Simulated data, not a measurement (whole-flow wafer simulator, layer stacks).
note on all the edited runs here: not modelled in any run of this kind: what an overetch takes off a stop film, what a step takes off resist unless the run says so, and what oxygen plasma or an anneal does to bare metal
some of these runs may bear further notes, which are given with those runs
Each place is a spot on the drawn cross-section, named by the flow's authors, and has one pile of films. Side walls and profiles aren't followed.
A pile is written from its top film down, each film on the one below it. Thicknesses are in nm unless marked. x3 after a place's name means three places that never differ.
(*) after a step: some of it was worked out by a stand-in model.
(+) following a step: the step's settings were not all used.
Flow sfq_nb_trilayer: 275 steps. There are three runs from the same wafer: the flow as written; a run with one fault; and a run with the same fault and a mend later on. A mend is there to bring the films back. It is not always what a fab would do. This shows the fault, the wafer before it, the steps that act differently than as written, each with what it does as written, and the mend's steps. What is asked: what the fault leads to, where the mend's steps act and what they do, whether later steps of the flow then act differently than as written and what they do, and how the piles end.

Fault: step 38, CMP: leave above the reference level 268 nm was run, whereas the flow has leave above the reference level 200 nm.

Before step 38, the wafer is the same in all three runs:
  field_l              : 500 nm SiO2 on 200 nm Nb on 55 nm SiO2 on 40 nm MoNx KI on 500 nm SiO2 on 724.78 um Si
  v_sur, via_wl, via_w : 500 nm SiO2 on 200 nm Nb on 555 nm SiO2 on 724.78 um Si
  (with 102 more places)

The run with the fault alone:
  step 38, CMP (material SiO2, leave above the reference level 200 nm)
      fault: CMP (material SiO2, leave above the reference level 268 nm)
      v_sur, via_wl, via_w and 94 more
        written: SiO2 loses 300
        fault: SiO2 loses 232
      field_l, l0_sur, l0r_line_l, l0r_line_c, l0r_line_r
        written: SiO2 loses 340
        fault: SiO2 loses 272
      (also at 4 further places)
  Later steps of the flow acting differently than as written (4 other steps are not shown; they differ only slightly, by no more than 2% or 0.5 nm, whichever is larger):
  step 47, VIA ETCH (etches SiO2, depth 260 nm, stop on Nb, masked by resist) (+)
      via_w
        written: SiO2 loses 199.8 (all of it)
        fault: SiO2 loses 260
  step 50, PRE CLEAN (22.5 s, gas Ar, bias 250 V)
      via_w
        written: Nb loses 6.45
        fault: SiO2 loses 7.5
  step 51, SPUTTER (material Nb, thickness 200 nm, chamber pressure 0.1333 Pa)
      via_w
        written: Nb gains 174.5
        fault: Nb gains 163.1 (new film)
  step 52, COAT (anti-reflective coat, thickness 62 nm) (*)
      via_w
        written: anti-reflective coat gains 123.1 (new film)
        fault: anti-reflective coat gains 136.1 (new film)
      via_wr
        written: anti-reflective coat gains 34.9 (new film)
        fault: anti-reflective coat gains 33.2 (new film)
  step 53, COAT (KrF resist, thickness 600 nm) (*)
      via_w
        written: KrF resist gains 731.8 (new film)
        fault: KrF resist gains 781.6 (new film)
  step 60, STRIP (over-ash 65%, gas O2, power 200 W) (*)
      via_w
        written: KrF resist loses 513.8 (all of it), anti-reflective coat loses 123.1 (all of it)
        fault: KrF resist loses 563.6 (all of it), anti-reflective coat loses 136.1 (all of it)
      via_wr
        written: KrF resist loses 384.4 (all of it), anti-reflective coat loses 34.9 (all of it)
        fault: KrF resist loses 378.6 (all of it), anti-reflective coat loses 33.2 (all of it)
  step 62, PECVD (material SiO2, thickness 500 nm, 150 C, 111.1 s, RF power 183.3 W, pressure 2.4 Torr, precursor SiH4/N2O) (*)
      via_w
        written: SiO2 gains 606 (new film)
        fault: SiO2 gains 678.7 (new film)
  At field_l, v_sur, via_wl and 103 more, the piles at the end differ from the flow's by more than 2% or 0.5 nm, whichever is larger.
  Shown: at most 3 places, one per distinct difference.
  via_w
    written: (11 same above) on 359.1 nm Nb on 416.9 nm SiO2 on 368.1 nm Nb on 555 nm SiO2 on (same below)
    fault: (11 same above) on 359.1 nm Nb on 489.6 nm SiO2 on 163.1 nm Nb on 0.34 nm SiO2 on 200 nm Nb on 555 nm SiO2 on (same below)
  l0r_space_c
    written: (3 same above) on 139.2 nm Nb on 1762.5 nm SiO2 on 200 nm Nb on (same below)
    fault: (3 same above) on 139.2 nm Nb on 1830.5 nm SiO2 on 200 nm Nb on (same below)
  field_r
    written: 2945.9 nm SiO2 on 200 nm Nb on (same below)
    fault: 3013.9 nm SiO2 on 200 nm Nb on (same below)

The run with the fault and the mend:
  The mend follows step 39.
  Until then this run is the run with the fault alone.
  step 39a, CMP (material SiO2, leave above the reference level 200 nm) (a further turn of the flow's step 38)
      field_l, v_sur, via_wl and 103 more
        SiO2 loses 68
  None of the later steps of the flow acts differently than as written at any place that is followed.
  At every place that both follow, the piles at the end match the flow's.
